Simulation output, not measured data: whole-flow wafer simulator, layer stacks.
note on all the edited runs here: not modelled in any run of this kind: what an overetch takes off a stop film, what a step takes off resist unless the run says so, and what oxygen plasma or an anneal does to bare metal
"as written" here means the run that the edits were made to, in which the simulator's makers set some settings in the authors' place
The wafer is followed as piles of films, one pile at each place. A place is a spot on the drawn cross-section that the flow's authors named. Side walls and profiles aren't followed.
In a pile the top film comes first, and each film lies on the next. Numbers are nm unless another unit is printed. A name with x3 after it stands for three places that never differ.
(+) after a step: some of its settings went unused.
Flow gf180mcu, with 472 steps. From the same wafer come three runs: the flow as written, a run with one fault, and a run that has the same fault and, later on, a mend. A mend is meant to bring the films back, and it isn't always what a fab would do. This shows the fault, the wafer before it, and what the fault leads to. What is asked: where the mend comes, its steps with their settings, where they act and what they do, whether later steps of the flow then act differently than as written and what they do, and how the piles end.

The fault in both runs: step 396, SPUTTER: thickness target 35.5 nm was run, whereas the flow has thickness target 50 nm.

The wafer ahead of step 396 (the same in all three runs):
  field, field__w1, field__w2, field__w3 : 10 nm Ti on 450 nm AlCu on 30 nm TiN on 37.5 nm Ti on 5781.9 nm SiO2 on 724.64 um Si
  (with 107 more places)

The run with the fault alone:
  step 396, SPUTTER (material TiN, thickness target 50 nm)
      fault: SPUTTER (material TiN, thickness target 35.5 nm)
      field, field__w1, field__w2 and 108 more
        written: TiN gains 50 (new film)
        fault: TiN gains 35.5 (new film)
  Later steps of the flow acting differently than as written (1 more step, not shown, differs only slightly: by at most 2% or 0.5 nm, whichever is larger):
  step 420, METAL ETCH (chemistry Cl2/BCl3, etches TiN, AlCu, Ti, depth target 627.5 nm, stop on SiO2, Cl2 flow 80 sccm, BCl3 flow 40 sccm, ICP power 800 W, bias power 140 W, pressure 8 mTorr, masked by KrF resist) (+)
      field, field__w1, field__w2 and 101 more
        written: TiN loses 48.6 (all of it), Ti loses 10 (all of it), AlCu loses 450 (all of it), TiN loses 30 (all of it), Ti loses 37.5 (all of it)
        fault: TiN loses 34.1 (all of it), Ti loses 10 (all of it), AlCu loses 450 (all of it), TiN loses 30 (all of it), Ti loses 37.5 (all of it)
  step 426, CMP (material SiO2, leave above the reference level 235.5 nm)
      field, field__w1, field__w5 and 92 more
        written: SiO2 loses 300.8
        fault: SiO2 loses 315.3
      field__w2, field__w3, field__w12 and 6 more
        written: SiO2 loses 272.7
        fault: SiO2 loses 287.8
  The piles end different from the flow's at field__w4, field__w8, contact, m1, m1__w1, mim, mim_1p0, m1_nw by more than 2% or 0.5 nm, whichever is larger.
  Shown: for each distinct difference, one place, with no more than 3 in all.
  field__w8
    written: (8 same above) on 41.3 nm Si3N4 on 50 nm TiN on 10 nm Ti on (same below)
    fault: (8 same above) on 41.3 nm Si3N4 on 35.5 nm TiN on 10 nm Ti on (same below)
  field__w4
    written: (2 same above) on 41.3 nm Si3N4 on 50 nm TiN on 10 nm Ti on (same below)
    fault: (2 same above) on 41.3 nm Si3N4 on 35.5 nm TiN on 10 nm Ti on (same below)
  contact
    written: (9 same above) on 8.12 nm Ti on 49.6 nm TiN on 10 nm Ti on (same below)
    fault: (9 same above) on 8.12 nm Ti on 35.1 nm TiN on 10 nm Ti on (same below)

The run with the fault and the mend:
  The mend stands after step 396.
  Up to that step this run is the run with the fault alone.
  step 396a, SPUTTER (material TiN, thickness target 14.5 nm) (the flow's step 396 again, with other settings)
      field, field__w1, field__w2 and 108 more
        TiN gains 14.5
  None of the later steps of the flow acts differently than as written at any place that is followed.
  At every place that both follow, the piles at the end match the flow's.
